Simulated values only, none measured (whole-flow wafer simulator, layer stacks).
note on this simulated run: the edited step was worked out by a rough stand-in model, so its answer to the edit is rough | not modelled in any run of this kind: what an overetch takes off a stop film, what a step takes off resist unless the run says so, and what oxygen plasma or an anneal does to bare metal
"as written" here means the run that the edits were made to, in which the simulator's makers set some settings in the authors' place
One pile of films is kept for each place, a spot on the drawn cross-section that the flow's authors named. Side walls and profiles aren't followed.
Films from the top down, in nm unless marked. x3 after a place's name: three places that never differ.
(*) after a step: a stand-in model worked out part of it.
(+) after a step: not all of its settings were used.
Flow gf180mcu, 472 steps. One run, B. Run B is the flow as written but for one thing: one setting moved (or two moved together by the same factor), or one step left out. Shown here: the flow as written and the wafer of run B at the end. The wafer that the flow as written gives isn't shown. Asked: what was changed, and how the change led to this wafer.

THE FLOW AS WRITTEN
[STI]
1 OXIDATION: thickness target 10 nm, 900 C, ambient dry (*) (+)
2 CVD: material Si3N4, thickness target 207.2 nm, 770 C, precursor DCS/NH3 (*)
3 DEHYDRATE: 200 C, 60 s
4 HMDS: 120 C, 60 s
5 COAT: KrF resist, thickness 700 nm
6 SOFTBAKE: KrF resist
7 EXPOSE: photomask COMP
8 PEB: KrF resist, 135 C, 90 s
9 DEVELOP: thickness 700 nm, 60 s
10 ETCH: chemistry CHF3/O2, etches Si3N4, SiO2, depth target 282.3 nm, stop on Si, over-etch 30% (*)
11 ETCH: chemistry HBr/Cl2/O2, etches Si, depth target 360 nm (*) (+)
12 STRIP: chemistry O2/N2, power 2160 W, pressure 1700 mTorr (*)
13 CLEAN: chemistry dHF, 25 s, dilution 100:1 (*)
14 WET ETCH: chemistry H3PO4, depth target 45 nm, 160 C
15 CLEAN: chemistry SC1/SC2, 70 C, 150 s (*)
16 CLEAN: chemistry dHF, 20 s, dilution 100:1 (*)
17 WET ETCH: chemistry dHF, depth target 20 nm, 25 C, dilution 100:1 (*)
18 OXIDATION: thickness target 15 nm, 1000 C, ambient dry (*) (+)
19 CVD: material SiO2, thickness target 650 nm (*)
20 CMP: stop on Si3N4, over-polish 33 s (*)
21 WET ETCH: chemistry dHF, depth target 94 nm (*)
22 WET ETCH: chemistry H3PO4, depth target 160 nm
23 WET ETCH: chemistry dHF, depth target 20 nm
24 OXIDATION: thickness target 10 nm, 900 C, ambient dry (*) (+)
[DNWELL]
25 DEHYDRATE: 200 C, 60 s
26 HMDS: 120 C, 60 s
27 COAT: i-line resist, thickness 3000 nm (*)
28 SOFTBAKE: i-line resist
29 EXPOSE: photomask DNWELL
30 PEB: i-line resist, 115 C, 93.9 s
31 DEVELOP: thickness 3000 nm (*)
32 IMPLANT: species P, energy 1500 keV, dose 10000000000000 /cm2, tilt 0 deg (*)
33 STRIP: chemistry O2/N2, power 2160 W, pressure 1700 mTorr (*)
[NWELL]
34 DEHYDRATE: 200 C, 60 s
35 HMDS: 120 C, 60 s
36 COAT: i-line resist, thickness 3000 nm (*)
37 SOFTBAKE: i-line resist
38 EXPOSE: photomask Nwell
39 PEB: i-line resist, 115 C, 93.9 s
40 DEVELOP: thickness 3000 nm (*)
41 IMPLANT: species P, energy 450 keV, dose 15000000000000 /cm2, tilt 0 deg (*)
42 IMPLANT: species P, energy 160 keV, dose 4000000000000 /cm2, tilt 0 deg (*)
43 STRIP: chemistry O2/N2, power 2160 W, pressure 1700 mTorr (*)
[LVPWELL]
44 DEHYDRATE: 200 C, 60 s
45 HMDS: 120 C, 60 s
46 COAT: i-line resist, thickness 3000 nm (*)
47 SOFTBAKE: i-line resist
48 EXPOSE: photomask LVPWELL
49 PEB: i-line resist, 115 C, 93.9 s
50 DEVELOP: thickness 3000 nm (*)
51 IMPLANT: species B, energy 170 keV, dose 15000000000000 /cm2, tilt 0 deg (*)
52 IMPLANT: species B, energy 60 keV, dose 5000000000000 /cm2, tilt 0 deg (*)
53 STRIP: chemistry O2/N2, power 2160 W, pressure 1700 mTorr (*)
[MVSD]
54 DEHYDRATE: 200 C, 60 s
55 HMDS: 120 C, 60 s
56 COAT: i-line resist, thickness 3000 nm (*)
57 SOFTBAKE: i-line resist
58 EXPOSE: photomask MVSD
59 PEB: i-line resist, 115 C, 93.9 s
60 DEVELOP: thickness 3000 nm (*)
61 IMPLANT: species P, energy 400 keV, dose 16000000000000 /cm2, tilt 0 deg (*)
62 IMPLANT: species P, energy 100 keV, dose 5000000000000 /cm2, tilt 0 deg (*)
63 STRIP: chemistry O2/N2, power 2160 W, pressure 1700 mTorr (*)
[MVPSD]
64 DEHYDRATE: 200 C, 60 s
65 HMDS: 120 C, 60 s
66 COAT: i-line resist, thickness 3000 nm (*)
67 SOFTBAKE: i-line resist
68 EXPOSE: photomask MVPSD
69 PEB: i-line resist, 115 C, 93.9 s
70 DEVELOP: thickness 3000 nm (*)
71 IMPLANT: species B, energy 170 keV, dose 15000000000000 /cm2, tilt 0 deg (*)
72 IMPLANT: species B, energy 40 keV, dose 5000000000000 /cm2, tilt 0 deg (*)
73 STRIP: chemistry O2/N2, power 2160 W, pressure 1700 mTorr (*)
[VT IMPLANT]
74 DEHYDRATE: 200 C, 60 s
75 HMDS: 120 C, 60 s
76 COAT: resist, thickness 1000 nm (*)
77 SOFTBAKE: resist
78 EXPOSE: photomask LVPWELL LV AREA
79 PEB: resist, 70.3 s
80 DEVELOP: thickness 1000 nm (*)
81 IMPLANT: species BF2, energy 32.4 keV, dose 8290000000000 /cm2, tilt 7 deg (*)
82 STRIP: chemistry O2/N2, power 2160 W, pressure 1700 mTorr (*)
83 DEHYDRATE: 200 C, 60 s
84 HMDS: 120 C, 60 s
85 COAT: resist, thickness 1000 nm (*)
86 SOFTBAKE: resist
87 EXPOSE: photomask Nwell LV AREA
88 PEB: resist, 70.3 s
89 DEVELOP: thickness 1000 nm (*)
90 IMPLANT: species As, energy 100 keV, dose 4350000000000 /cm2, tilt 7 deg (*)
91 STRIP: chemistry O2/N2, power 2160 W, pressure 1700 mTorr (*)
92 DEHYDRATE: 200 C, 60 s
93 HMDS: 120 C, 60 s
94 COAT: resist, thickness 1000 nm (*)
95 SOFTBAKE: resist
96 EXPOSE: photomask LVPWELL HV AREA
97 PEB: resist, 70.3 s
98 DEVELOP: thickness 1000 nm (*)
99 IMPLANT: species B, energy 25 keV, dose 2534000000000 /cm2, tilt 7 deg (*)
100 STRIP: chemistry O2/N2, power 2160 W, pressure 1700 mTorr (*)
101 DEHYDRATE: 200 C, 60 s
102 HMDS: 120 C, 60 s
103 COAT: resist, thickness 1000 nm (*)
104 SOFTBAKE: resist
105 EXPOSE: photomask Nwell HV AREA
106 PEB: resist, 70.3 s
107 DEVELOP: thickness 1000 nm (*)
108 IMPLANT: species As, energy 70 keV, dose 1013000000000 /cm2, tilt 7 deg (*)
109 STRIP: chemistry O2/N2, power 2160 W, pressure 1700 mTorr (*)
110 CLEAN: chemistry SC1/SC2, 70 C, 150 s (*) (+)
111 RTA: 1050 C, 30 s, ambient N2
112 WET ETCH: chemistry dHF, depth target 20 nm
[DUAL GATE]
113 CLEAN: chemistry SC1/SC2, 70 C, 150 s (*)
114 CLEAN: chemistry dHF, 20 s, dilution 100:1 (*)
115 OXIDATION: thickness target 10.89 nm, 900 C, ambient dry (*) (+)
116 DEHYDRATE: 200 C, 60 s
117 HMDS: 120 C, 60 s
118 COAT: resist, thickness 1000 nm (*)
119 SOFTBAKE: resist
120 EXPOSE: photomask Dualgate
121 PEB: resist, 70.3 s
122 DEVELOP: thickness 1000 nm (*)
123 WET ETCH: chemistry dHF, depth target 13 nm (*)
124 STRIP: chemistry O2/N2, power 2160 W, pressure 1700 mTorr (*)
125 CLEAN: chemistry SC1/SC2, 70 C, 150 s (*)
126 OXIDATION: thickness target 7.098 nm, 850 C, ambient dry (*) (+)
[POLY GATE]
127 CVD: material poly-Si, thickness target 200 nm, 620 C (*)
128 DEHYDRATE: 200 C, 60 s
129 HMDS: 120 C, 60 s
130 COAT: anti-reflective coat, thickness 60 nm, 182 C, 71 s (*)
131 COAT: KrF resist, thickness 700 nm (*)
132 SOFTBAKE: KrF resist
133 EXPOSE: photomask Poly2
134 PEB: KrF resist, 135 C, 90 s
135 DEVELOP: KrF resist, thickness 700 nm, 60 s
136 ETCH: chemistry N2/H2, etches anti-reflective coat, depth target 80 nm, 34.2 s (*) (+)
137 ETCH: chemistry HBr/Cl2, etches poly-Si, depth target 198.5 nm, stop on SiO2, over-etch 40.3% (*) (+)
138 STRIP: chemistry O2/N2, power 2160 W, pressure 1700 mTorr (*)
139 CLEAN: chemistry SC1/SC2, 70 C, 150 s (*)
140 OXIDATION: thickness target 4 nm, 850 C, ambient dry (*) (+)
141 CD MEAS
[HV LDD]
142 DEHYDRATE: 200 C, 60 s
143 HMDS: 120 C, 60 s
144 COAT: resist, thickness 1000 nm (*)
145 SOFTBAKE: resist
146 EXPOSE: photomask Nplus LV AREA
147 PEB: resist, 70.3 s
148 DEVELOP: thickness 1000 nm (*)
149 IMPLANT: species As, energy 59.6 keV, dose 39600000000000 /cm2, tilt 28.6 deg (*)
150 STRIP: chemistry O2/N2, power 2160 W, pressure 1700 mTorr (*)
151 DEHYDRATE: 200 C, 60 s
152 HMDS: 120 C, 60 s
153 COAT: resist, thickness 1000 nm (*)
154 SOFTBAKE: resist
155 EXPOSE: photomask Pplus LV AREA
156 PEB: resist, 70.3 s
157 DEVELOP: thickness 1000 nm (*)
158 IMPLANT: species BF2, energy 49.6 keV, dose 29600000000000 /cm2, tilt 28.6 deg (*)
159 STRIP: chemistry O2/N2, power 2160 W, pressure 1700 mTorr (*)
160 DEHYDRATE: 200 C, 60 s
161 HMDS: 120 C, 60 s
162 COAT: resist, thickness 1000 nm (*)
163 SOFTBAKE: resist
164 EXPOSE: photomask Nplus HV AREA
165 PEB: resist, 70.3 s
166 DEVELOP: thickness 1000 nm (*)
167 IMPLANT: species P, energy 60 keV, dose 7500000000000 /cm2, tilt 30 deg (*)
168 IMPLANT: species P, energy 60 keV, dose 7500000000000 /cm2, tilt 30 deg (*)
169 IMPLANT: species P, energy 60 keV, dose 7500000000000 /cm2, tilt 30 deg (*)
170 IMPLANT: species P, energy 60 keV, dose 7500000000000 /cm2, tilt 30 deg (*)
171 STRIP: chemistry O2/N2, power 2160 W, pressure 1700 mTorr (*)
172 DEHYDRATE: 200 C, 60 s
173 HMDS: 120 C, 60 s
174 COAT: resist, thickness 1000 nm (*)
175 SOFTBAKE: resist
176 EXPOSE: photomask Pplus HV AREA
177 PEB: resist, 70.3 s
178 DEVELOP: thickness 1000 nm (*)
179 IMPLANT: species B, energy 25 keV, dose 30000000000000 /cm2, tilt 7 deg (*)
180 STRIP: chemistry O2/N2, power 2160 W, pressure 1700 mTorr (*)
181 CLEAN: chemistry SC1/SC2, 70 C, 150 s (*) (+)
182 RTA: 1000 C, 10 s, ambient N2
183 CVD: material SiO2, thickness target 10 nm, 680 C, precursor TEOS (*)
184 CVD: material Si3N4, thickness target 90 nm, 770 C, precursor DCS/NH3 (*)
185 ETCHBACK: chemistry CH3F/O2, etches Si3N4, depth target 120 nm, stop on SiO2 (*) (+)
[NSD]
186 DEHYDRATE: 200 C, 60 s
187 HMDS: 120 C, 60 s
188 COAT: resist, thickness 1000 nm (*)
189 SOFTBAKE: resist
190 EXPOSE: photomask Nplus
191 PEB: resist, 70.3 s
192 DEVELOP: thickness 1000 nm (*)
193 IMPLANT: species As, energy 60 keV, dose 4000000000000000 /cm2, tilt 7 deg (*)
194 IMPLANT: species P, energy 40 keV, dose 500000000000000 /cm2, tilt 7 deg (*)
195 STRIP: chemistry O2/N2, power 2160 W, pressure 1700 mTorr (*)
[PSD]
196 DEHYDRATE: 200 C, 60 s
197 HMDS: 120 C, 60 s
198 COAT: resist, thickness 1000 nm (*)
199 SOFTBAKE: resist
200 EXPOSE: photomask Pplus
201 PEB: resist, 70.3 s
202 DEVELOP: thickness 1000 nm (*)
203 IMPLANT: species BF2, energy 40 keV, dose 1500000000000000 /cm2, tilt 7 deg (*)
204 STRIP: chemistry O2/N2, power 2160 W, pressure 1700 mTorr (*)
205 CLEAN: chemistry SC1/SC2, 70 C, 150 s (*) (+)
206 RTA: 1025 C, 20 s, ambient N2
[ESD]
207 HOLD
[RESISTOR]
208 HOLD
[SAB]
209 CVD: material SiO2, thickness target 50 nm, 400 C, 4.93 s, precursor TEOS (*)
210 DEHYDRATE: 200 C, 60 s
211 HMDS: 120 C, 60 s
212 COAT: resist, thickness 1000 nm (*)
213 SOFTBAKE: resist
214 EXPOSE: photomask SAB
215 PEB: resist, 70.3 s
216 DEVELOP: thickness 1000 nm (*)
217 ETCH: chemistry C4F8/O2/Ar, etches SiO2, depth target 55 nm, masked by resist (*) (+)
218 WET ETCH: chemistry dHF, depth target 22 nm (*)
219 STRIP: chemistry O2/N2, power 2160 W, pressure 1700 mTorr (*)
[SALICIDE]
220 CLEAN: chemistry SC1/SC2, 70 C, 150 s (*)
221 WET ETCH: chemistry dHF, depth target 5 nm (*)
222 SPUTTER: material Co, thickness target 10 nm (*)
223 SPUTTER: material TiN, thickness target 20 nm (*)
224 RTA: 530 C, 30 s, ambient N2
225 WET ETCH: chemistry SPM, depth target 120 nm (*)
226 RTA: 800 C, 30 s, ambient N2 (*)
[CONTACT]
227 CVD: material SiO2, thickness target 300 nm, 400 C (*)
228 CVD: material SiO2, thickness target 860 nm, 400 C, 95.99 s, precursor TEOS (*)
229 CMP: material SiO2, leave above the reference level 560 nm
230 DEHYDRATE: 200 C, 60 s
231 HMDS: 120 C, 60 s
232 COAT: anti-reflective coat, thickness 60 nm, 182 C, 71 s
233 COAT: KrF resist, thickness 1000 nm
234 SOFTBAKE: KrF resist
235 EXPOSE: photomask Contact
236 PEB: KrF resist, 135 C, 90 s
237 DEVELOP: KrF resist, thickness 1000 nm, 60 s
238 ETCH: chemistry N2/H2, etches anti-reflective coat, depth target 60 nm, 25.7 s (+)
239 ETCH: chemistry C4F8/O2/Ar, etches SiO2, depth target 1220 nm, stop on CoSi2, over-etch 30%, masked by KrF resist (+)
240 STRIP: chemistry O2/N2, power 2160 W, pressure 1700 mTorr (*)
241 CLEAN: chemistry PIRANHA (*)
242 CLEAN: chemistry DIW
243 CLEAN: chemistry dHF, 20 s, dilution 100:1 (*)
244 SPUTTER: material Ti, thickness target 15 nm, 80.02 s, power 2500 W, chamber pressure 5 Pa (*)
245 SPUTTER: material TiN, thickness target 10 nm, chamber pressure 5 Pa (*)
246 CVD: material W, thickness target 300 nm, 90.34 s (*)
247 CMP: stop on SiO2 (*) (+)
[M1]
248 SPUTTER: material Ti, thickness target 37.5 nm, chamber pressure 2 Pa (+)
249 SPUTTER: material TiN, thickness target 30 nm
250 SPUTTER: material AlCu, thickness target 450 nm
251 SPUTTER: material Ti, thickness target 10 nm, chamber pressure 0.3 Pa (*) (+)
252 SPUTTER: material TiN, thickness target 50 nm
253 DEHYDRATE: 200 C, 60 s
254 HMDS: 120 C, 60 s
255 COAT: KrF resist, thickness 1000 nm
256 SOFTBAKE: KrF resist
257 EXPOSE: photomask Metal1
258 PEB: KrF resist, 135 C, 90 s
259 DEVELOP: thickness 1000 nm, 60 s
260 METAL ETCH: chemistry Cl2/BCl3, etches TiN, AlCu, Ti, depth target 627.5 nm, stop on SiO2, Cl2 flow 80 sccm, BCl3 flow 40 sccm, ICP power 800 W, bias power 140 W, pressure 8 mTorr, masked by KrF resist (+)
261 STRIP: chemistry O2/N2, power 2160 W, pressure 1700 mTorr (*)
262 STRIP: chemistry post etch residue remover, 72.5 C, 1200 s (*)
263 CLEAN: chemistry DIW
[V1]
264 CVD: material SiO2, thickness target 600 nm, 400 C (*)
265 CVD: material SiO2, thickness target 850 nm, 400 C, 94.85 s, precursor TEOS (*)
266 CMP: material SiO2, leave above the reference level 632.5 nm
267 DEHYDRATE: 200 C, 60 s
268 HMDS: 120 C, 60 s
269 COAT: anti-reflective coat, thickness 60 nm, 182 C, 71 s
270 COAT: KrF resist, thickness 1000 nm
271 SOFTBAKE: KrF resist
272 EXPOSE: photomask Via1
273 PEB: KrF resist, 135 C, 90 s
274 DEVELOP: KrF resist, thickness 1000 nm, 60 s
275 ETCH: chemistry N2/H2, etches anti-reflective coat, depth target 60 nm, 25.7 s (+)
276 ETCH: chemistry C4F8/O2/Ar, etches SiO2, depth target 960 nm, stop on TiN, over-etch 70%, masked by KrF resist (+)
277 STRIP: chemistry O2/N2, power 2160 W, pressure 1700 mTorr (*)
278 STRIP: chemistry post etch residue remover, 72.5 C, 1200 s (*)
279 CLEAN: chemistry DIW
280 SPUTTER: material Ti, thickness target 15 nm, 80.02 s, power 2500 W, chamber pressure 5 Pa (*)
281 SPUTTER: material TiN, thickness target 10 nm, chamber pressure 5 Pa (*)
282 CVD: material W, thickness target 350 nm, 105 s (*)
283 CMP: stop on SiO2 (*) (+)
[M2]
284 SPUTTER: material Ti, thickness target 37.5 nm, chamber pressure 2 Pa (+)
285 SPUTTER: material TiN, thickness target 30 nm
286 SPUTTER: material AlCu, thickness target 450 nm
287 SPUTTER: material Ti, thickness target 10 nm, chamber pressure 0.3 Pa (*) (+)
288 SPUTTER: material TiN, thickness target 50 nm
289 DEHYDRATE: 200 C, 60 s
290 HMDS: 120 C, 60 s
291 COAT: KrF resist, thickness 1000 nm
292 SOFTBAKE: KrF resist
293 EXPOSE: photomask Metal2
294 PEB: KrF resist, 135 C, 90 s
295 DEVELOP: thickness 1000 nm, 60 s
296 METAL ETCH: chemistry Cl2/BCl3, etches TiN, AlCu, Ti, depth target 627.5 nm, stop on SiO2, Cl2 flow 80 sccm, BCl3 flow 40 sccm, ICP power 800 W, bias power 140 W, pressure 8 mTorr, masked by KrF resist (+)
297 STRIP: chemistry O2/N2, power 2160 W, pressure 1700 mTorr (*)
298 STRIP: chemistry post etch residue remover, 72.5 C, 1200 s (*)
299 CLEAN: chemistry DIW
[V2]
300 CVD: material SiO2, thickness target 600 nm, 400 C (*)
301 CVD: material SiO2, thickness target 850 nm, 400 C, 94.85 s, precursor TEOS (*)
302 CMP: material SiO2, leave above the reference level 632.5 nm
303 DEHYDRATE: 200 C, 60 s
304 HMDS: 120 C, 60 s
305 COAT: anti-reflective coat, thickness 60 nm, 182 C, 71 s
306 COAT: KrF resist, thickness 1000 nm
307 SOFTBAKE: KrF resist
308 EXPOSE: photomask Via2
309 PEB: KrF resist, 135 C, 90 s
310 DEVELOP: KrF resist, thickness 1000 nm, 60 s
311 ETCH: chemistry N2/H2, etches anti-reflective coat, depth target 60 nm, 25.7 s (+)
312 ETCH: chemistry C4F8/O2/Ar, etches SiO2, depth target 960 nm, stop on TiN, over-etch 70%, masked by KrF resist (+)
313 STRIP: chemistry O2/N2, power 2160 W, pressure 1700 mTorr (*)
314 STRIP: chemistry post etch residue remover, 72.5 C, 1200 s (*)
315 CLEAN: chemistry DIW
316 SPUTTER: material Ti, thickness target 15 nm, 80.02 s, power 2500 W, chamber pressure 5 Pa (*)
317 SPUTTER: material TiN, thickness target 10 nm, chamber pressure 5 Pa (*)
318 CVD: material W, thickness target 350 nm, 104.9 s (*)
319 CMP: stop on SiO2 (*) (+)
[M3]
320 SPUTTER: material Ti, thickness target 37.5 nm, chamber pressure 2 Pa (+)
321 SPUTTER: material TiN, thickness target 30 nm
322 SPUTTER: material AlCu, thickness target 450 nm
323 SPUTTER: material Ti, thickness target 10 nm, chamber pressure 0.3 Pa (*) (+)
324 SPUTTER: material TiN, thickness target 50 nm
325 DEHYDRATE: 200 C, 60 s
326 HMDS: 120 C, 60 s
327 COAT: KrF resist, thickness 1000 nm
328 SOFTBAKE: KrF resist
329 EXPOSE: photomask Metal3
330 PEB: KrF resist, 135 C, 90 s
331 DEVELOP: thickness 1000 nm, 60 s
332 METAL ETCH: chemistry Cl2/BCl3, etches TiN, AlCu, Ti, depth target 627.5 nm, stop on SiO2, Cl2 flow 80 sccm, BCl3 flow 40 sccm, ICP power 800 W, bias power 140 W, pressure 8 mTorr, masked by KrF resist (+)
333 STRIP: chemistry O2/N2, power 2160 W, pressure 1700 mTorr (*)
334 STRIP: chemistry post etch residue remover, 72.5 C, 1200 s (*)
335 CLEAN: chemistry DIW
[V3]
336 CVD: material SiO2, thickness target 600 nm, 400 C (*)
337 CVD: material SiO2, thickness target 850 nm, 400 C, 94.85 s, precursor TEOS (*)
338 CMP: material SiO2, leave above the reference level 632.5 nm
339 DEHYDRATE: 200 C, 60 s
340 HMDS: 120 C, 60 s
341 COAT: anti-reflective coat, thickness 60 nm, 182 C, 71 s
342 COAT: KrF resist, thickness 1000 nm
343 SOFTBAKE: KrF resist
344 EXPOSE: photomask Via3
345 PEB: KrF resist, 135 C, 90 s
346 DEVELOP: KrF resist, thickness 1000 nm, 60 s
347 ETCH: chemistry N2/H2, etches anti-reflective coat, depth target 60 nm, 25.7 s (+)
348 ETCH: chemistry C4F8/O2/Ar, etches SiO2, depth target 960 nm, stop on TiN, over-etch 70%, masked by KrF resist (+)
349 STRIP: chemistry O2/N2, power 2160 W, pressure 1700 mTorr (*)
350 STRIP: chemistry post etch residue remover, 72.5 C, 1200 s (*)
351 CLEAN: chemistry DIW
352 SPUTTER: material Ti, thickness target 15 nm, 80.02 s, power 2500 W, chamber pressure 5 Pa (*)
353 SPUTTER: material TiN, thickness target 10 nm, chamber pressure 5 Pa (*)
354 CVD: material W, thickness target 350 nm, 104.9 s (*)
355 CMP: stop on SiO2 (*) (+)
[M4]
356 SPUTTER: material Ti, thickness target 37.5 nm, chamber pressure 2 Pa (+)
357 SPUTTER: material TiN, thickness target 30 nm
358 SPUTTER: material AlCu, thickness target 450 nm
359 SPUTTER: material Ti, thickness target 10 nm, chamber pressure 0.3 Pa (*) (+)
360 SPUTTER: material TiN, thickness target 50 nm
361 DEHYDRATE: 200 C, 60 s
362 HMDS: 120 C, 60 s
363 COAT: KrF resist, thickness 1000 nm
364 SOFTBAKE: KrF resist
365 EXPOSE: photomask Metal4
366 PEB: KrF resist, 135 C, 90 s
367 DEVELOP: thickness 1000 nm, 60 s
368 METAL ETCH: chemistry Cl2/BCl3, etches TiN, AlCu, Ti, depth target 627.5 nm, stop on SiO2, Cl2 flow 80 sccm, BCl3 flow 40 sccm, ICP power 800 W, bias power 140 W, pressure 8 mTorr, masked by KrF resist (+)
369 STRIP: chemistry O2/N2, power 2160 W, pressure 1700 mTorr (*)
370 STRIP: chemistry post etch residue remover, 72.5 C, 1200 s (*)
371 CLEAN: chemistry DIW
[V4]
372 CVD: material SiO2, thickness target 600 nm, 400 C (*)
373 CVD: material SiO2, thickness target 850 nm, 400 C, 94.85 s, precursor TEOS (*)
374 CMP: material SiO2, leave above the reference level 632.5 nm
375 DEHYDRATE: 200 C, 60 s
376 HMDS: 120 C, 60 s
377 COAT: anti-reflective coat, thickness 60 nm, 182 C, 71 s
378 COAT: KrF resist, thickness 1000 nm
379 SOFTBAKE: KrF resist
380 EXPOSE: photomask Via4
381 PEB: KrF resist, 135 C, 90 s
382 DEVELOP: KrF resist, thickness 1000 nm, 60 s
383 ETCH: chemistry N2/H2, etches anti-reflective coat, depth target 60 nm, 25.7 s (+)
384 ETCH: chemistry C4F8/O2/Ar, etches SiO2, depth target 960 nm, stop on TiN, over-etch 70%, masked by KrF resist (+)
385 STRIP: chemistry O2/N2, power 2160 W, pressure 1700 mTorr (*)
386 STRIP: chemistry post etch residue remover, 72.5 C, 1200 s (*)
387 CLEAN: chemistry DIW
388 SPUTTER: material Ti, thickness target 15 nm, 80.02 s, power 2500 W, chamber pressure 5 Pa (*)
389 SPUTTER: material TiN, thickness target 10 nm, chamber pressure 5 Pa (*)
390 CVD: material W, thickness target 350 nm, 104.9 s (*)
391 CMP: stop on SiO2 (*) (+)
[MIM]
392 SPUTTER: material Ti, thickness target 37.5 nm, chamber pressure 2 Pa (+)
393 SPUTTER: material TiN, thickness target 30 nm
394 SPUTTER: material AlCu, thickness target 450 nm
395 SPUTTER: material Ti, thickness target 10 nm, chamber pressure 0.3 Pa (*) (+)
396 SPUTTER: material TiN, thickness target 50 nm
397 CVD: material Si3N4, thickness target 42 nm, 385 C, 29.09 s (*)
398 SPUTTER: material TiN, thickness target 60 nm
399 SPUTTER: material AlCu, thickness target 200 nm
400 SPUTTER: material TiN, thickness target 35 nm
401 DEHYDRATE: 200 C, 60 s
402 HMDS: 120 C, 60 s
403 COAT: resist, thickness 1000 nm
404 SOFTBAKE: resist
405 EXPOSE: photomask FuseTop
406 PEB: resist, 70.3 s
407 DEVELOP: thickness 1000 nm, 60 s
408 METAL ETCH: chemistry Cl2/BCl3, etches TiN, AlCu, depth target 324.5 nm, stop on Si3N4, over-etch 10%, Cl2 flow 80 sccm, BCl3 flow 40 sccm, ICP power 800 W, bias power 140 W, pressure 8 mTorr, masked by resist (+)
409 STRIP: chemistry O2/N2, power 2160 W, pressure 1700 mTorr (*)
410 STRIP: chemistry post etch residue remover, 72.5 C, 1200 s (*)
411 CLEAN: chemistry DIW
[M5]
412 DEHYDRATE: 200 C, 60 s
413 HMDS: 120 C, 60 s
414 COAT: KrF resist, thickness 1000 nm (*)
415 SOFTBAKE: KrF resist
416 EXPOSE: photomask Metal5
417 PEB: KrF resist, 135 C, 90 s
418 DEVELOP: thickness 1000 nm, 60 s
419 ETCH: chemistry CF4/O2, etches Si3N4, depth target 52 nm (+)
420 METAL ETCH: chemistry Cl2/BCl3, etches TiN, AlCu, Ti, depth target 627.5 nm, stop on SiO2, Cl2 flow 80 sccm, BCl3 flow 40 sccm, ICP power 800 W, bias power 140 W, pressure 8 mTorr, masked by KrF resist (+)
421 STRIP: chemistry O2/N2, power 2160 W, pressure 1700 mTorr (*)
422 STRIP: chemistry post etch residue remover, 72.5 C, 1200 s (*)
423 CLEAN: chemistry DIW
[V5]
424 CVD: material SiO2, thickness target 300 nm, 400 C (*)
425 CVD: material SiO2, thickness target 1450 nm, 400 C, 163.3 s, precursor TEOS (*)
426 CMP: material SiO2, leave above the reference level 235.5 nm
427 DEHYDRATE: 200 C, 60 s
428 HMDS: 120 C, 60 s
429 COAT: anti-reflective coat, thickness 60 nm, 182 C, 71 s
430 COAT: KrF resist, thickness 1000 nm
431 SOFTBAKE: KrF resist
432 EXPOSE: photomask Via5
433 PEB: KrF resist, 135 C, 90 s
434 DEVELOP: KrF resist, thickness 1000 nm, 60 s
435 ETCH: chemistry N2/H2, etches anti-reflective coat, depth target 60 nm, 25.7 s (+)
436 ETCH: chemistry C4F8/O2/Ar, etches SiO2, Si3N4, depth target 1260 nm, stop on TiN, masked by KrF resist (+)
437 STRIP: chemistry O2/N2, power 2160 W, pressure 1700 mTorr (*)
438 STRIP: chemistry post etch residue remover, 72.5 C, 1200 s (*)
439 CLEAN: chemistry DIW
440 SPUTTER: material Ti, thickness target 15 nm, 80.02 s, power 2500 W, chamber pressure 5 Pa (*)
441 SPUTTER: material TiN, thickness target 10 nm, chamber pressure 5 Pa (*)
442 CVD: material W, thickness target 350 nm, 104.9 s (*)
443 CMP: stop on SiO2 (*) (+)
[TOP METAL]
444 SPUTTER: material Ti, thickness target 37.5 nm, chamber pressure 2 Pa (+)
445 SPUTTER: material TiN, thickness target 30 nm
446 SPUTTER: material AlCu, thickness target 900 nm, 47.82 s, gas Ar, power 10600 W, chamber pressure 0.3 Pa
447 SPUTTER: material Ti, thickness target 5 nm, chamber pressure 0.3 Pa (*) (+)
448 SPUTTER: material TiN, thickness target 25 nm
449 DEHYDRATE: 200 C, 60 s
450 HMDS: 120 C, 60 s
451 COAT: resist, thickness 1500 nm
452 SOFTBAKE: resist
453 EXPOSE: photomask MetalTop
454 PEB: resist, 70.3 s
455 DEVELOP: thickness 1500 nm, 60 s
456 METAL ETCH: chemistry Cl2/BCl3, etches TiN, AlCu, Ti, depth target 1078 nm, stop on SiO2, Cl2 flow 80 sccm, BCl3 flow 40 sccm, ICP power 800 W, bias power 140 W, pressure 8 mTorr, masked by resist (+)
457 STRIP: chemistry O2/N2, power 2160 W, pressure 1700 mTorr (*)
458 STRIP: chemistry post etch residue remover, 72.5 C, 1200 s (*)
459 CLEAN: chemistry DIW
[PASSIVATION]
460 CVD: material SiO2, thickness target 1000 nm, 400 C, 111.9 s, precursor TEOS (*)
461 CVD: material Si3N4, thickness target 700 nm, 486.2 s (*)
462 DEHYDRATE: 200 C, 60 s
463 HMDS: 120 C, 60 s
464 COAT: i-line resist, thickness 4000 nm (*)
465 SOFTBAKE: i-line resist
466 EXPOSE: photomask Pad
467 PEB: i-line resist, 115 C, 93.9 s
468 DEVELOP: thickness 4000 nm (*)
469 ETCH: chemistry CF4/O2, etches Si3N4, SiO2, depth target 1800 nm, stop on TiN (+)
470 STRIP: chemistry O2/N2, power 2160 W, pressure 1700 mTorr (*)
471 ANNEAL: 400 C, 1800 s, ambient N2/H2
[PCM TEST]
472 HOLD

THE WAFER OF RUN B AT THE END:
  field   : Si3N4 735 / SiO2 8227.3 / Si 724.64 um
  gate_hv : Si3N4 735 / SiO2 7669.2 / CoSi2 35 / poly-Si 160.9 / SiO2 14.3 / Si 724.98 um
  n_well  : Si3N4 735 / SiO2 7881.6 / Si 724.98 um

The cause: step 461, CVD: thickness target 735 nm was run, where the flow has thickness target 700 nm; step 461, CVD: 510.5 s was run, where the flow has 486.2 s.
It can be read off the wafer: field has Si3N4 735, and step 461 as written asks for 700 nm.

How the change led to this, step by step:
  461 CVD: material Si3N4, thickness target 700 nm, 486.2 s (*)
      field, field__w1, field__w2 and 109 more: Si3N4 +735 (new film) (as written it would be: Si3N4 +700 (new film))
  469 ETCH: chemistry CF4/O2, etches Si3N4, SiO2, depth target 1800 nm, stop on TiN (+)
      pad: Si3N4 -735 (all of it), SiO2 -1000 (all of it) (as written it would be: Si3N4 -700 (all of it), SiO2 -1000 (all of it))
